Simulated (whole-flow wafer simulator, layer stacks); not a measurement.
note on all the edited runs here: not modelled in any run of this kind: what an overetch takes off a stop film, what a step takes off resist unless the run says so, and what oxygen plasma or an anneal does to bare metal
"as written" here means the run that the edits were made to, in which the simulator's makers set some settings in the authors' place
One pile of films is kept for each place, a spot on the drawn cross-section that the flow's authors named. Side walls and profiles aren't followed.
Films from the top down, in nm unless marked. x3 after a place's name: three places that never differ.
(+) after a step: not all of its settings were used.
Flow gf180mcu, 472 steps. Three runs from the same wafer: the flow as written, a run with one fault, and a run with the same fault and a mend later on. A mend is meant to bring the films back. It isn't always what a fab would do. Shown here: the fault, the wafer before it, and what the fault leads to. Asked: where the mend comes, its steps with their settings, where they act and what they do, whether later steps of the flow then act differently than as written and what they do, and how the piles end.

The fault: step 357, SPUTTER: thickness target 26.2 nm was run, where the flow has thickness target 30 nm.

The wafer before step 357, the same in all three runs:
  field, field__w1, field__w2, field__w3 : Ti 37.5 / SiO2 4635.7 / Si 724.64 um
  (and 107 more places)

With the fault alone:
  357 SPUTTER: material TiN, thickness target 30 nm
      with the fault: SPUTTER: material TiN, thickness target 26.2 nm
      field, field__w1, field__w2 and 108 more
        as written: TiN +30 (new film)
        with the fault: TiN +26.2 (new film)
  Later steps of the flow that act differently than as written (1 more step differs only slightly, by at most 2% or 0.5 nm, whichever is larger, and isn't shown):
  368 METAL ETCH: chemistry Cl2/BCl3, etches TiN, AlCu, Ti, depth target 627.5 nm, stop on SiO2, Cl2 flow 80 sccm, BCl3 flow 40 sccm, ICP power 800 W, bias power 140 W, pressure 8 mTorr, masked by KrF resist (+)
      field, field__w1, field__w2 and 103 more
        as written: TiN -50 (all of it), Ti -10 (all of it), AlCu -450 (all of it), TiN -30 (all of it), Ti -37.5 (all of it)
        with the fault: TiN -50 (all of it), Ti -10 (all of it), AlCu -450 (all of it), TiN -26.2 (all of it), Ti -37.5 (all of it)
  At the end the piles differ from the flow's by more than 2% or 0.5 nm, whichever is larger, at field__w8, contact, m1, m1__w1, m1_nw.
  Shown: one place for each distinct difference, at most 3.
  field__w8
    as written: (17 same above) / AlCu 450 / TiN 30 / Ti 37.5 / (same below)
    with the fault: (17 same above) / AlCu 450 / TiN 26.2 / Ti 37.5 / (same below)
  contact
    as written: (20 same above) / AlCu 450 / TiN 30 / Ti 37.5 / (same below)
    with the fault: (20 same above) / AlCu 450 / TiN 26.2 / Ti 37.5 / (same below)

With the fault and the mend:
  The mend comes after step 357.
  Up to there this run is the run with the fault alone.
  357a SPUTTER: material TiN, thickness target 3.8 nm (the flow's step 357 once more, with other settings)
      field, field__w1, field__w2 and 108 more
        TiN +3.8
  No later step of the flow acts differently than as written at any place that is followed.
  At the end the piles are the same as the flow's at every place that both follow.
